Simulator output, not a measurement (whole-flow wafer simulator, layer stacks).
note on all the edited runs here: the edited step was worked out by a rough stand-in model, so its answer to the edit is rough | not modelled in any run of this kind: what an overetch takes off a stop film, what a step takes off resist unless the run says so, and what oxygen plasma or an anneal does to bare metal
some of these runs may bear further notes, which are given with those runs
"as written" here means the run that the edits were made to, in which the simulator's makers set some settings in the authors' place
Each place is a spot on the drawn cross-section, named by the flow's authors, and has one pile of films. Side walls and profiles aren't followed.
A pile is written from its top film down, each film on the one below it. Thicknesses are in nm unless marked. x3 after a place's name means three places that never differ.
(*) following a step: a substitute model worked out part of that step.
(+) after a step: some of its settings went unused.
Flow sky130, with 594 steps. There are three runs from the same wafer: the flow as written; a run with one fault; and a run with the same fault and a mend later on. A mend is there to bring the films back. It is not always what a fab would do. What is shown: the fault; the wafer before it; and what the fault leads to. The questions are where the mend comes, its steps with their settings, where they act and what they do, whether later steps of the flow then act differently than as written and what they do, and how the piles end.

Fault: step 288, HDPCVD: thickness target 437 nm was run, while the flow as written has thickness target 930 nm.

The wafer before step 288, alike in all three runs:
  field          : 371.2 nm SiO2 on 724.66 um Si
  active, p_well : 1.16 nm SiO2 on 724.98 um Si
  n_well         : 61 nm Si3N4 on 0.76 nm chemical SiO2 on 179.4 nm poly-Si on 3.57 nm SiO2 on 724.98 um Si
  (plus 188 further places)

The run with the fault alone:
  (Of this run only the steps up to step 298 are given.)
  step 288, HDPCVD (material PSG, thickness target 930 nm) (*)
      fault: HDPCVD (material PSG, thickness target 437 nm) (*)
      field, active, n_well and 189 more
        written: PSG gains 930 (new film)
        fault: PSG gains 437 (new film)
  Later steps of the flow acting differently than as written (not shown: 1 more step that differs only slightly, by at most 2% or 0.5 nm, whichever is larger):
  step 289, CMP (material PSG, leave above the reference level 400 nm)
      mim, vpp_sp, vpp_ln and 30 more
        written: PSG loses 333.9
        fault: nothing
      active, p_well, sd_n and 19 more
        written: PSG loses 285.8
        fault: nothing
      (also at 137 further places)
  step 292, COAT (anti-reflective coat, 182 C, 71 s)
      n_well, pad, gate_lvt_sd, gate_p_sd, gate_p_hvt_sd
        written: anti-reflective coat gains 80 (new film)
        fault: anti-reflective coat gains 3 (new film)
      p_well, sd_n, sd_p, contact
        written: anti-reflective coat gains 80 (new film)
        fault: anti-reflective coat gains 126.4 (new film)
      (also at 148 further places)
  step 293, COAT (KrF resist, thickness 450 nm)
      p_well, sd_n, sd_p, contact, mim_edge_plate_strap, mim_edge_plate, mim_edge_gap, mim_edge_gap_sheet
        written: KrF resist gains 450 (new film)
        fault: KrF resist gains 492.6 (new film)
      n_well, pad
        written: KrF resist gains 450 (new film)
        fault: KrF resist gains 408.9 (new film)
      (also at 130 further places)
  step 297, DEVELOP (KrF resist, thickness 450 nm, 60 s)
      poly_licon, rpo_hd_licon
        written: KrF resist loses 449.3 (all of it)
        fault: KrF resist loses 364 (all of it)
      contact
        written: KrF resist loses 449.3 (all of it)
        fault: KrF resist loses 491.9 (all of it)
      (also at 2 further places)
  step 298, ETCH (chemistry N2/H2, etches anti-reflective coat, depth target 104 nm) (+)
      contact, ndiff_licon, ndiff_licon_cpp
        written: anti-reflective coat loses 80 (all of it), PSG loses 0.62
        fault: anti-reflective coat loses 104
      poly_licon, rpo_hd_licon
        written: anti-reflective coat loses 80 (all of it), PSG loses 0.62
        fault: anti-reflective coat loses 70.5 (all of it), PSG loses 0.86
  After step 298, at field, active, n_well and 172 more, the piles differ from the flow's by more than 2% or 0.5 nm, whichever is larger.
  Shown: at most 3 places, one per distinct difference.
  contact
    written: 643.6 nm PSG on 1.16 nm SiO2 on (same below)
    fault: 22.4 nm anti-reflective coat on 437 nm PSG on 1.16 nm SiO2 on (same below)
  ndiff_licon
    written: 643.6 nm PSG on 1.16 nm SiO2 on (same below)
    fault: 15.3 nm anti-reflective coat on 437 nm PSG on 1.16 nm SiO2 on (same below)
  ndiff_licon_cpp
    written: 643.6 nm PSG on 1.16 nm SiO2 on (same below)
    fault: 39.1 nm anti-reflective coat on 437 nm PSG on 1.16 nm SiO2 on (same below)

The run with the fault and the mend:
  The mend follows step 288.
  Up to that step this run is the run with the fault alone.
  step 288a, HDPCVD (material PSG, thickness target 493 nm) (*) (the flow's step 288 again, with other settings)
      field, active, n_well and 189 more
        PSG gains 493
  Every later step of the flow that is run acts as written, at every place that is followed, to within 2% or 0.5 nm, whichever is larger.
  At the end the piles are close to the flow's at the places that both follow, differing by at most 2% or 0.5 nm, whichever is larger.
